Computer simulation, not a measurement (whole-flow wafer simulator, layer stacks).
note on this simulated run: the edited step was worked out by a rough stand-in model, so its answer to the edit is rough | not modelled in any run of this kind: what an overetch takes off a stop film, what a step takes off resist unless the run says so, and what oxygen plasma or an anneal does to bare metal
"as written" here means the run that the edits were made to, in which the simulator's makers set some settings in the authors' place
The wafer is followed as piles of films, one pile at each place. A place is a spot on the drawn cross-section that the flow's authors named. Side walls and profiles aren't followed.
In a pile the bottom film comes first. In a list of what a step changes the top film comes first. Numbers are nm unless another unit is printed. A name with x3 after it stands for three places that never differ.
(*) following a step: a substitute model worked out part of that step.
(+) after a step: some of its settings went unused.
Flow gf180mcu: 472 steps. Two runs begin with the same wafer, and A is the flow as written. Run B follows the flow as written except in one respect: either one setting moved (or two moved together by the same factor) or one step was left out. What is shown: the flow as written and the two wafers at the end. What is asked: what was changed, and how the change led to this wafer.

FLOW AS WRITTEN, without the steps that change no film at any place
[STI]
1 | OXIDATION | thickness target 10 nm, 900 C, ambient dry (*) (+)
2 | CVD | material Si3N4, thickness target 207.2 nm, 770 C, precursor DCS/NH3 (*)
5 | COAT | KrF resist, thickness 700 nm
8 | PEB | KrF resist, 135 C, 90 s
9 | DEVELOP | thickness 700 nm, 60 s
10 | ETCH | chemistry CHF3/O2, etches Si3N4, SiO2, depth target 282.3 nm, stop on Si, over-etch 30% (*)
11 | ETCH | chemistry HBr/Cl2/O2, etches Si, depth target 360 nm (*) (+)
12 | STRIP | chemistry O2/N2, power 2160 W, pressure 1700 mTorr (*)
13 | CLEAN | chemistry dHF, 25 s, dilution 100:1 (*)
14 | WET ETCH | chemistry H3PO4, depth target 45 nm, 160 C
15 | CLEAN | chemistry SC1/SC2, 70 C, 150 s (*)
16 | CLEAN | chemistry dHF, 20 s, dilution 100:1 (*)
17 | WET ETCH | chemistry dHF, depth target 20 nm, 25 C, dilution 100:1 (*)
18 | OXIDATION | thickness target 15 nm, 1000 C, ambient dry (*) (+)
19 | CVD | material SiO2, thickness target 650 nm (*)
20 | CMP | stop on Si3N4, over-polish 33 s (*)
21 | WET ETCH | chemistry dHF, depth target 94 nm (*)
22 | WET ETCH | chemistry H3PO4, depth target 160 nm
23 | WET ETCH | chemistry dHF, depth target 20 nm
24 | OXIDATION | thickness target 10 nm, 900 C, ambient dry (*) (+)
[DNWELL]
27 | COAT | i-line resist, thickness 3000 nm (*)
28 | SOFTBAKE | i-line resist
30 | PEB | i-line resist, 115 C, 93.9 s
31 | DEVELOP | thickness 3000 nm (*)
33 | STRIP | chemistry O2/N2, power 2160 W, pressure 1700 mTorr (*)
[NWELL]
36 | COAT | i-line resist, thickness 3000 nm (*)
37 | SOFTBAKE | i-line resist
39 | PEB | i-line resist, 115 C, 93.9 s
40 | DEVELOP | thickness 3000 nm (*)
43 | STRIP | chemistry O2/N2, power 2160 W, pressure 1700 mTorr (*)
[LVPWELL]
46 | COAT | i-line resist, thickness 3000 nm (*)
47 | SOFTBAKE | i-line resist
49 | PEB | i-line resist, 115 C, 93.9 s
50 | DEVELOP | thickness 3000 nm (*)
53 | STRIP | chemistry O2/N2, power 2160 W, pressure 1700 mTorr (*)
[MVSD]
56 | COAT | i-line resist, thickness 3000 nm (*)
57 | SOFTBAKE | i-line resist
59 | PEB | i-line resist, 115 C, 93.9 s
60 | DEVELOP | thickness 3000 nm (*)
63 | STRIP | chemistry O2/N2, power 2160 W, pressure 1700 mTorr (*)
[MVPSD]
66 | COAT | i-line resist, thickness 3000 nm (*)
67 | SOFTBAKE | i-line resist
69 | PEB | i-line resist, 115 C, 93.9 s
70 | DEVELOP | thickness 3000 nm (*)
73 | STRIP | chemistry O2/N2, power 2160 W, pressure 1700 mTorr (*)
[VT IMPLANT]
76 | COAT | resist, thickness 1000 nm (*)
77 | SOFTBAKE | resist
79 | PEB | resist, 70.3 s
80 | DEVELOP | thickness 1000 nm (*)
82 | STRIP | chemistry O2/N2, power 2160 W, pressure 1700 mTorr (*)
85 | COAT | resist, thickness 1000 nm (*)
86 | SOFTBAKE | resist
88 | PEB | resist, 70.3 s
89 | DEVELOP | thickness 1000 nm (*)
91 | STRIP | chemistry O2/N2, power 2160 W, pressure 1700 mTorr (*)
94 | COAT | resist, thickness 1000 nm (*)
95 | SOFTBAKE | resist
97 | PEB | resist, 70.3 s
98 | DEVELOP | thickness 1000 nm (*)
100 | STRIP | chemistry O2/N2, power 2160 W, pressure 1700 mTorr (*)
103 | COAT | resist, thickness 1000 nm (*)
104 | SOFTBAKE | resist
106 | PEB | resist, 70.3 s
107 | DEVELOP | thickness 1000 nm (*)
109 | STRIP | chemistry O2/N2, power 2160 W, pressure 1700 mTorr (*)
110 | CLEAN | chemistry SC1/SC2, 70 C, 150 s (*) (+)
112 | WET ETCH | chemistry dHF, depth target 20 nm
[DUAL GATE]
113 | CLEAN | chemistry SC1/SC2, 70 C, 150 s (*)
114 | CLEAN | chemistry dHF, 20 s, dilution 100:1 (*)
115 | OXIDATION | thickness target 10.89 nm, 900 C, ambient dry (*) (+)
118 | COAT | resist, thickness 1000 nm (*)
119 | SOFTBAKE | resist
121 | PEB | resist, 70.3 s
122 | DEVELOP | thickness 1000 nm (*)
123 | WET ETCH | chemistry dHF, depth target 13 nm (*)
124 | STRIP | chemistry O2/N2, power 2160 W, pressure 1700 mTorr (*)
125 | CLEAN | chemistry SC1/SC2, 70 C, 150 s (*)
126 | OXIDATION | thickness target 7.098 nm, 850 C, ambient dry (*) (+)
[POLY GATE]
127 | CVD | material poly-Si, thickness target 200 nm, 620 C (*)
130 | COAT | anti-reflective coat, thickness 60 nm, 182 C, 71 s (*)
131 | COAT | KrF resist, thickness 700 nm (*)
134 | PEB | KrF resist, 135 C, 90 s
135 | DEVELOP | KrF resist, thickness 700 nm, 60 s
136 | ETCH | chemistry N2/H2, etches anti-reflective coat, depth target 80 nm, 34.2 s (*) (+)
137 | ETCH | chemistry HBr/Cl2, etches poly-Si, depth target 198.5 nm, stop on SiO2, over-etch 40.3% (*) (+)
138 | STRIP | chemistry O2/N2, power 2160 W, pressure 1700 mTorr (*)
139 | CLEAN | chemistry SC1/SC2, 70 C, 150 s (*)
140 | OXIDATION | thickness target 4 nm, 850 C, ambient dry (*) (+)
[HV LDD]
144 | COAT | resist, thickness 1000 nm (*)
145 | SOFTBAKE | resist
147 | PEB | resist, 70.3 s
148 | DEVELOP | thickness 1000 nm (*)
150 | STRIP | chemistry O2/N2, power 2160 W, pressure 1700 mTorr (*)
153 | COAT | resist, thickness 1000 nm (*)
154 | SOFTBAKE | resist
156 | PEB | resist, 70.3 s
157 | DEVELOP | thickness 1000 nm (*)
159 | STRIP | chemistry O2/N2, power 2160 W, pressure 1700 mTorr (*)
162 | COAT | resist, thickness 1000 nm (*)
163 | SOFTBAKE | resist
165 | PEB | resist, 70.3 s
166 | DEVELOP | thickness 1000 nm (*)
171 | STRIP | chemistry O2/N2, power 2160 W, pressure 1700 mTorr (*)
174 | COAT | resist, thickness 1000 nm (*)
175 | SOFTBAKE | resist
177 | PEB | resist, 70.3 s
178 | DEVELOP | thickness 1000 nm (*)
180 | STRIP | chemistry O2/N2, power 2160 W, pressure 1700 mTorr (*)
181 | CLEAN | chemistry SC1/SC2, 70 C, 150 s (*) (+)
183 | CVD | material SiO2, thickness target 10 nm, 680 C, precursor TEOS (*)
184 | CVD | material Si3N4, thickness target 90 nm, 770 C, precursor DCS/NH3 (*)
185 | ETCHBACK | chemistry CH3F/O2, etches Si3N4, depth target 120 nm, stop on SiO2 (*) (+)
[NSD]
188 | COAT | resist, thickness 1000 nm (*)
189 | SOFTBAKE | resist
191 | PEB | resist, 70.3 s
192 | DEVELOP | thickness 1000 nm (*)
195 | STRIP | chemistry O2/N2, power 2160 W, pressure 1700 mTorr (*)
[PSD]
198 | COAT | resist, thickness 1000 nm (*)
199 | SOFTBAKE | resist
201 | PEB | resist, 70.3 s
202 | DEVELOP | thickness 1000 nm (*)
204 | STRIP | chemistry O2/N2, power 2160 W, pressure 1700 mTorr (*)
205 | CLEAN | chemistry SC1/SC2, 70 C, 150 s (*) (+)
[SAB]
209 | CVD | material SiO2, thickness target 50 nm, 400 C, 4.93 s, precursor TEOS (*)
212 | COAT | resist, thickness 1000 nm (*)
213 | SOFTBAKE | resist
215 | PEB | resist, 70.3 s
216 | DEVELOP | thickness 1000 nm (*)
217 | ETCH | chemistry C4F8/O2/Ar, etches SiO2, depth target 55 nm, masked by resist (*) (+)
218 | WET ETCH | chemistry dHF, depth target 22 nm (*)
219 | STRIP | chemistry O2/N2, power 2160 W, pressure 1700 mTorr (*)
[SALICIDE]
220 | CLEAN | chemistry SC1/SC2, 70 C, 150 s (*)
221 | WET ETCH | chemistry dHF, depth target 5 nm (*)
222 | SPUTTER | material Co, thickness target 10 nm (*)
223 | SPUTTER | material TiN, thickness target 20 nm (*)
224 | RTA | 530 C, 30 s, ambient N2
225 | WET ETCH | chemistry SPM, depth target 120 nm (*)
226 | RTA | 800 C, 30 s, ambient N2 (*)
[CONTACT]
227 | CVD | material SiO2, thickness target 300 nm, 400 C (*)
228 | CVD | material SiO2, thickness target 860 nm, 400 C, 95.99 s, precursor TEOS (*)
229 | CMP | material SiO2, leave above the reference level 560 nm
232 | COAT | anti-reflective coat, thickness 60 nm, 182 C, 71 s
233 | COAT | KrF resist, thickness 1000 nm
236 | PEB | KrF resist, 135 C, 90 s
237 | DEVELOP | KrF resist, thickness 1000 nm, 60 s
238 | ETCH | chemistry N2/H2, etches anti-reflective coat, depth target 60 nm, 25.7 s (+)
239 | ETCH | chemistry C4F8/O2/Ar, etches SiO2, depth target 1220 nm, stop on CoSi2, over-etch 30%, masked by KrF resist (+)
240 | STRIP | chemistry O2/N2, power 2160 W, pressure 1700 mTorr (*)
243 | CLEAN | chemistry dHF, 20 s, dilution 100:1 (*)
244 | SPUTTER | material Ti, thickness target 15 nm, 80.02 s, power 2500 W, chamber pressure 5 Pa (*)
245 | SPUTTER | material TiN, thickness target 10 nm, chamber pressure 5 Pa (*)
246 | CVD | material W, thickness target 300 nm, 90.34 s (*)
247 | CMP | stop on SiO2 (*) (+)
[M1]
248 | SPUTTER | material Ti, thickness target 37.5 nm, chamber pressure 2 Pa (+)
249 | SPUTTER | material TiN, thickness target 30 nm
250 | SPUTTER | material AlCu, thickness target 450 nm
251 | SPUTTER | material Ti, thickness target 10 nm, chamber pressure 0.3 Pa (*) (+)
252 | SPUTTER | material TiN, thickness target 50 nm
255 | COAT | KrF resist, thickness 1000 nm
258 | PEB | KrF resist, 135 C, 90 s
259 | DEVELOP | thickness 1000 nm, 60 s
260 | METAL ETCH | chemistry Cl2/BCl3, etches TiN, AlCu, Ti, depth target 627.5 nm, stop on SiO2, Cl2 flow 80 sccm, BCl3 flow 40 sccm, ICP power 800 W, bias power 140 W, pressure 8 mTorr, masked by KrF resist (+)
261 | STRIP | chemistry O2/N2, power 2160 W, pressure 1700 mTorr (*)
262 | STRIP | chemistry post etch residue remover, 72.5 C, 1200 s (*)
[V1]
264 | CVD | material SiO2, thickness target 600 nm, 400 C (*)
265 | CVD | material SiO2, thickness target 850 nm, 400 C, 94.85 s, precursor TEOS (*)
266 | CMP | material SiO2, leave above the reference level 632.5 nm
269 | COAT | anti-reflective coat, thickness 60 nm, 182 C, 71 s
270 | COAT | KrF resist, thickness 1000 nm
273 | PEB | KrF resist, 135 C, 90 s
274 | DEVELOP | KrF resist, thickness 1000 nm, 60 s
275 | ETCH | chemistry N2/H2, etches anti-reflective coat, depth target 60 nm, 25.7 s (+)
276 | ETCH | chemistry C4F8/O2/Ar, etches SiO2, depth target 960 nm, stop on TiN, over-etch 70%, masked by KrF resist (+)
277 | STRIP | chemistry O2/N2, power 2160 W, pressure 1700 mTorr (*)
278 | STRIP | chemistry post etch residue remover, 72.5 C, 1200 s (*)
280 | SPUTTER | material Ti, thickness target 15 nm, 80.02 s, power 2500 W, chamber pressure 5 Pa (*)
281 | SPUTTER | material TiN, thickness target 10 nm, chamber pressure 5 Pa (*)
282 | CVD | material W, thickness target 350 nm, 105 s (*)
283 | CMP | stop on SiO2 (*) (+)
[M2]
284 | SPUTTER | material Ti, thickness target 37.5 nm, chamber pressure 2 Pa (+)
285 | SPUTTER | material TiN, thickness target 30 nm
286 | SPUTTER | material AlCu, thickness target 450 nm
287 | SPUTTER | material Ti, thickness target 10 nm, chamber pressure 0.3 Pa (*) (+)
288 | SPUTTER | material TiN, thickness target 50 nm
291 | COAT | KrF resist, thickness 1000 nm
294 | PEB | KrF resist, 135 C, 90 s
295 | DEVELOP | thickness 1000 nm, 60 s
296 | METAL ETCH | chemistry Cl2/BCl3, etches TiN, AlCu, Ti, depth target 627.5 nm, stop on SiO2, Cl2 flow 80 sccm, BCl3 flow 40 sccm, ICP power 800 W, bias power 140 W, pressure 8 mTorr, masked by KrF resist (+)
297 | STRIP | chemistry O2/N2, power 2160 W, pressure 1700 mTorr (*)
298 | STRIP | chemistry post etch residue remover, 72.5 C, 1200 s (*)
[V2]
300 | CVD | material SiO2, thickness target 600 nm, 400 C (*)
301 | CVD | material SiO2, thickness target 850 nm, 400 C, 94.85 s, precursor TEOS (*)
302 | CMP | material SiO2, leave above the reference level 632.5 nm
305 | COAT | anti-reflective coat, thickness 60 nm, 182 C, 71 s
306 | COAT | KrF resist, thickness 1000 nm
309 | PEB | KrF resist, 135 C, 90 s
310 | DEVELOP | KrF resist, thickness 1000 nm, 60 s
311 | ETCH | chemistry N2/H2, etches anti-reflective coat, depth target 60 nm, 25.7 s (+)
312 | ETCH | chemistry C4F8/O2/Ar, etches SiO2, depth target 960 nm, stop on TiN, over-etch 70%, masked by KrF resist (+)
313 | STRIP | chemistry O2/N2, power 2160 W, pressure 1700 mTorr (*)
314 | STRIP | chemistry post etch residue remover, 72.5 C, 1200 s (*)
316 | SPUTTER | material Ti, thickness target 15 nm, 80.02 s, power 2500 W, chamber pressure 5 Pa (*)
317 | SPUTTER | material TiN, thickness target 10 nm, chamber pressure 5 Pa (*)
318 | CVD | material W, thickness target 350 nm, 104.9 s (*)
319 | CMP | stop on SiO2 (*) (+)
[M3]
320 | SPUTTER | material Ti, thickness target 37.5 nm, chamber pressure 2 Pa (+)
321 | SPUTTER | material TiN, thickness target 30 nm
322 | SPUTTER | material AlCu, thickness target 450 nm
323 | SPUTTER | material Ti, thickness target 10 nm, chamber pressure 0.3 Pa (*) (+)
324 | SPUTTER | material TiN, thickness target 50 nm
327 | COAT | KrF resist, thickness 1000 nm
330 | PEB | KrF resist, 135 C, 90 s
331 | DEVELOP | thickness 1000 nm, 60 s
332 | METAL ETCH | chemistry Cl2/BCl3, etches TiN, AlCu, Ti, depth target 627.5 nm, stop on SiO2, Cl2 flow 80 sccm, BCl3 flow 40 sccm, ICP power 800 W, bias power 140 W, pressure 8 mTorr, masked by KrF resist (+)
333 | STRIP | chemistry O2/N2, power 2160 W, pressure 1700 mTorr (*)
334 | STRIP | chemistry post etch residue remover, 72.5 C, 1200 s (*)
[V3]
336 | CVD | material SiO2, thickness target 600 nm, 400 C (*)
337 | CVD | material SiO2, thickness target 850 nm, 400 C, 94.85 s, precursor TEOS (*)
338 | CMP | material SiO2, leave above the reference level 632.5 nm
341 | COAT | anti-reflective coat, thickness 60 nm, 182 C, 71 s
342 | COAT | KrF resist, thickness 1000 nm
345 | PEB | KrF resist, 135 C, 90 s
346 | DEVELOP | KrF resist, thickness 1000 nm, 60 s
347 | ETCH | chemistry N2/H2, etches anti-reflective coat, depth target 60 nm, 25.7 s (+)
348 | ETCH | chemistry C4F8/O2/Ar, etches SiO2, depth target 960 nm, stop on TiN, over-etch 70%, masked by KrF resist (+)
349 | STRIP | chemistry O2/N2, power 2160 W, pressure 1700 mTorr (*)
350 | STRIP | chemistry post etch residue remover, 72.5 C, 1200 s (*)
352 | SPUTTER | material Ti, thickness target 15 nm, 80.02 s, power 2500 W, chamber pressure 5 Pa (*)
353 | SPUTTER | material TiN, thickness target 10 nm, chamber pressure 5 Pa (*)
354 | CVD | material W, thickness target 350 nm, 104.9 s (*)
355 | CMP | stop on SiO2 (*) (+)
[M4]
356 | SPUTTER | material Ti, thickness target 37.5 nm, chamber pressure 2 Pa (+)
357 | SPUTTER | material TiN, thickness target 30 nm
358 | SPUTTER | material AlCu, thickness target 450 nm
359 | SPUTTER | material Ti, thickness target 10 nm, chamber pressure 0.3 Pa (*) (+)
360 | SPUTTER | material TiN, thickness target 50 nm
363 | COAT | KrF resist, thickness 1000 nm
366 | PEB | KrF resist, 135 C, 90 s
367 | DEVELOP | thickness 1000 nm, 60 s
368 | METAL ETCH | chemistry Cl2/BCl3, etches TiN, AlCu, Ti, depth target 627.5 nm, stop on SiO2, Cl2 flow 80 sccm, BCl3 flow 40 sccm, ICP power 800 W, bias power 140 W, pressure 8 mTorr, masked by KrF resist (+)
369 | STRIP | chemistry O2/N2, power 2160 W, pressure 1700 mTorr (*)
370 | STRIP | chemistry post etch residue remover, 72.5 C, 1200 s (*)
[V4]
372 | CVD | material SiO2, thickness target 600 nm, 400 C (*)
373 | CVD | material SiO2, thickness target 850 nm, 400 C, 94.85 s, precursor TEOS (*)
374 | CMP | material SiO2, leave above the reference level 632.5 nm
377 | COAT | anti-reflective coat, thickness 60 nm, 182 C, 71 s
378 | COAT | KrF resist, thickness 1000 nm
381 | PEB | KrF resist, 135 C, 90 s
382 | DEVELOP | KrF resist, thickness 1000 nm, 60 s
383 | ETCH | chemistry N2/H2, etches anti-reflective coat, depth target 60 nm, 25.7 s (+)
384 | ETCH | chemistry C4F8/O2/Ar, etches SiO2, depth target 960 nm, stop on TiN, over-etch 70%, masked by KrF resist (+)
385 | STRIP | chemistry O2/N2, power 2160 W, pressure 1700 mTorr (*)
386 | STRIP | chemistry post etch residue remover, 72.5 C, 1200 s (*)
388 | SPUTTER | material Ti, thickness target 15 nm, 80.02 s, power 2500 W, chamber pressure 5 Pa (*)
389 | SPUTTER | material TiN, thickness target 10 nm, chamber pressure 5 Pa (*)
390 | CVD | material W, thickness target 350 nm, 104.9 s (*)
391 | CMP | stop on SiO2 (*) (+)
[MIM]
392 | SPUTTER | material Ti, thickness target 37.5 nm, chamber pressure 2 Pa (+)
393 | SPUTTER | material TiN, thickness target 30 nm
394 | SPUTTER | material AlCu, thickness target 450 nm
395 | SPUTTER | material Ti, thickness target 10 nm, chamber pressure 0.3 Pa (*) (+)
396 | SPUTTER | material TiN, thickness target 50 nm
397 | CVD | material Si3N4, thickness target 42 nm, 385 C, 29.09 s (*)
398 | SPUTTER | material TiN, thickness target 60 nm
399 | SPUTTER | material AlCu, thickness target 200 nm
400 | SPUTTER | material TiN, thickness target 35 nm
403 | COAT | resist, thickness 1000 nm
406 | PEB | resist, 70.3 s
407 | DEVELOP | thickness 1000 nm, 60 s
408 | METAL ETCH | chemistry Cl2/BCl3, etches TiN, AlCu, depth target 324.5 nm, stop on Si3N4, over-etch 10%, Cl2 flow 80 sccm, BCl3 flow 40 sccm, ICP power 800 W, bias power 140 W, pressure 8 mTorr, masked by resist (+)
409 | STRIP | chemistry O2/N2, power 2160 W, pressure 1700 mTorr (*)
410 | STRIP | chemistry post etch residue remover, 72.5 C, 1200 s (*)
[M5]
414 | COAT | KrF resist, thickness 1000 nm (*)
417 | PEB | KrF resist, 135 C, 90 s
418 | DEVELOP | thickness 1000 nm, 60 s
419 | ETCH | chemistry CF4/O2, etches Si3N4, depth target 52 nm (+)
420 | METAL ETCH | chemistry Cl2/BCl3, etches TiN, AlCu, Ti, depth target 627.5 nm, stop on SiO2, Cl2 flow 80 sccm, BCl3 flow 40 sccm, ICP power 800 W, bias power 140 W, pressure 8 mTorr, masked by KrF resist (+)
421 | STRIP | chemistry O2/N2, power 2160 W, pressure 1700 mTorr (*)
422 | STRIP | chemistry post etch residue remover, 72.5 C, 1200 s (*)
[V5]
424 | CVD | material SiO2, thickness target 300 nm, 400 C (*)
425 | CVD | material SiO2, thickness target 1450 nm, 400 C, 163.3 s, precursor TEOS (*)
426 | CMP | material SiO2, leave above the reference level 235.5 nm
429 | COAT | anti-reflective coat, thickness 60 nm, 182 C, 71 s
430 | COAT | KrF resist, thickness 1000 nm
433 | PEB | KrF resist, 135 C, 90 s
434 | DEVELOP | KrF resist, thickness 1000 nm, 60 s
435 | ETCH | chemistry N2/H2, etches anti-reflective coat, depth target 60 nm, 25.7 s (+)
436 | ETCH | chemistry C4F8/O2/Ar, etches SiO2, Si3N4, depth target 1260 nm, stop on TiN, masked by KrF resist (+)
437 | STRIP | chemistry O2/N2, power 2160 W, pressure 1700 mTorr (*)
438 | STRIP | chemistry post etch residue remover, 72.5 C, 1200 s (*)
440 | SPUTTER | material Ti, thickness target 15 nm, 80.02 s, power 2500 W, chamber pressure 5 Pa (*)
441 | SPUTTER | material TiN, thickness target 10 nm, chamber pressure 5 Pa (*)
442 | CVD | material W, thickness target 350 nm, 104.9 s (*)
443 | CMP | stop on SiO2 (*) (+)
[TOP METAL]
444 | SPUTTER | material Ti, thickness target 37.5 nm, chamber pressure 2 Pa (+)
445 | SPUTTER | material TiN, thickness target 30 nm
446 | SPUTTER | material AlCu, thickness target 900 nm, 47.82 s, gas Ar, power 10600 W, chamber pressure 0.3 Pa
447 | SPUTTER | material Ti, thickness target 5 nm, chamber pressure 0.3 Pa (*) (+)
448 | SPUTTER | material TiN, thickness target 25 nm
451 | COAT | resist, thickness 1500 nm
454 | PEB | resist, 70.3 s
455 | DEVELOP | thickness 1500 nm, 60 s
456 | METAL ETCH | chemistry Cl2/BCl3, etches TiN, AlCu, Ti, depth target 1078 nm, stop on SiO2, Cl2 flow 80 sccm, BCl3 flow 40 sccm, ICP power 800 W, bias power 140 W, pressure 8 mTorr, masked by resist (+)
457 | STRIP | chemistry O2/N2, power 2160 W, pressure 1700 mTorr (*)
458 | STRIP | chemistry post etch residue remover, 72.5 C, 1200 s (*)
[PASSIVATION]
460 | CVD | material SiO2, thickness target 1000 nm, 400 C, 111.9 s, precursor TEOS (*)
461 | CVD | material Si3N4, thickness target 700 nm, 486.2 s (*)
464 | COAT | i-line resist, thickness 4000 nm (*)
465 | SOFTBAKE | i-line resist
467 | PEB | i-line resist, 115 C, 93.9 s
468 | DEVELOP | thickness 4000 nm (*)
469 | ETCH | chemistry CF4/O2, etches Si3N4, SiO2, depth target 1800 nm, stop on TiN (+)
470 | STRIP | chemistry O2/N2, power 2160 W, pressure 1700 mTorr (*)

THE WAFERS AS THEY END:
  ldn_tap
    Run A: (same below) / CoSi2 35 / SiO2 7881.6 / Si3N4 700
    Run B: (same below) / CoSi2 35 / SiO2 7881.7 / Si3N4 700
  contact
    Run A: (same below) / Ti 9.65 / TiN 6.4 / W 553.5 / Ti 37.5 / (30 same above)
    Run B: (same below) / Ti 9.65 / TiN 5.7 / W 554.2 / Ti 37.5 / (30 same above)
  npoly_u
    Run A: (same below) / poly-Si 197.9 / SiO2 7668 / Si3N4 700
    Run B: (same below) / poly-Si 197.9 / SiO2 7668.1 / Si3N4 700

The reason: step 317, SPUTTER: thickness target 8.9 nm was run, whereas the flow has thickness target 10 nm.

How this came from the change, step by step:
  317 | SPUTTER | material TiN, thickness target 10 nm, chamber pressure 5 Pa (*)
      field, field__w1, field__w2 and 107 more: A +10 TiN (new film) | B +8.9 TiN (new film)
      contact: A +6.4 TiN (new film) | B +5.7 TiN (new film)
  319 | CMP | stop on SiO2 (*) (+)
      field, field__w1, field__w2 and 107 more: A -350 W (all of it), -10 TiN (all of it), -15 Ti (all of it), -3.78 SiO2 | B -350 W (all of it), -8.9 TiN (all of it), -15 Ti (all of it), -3.77 SiO2
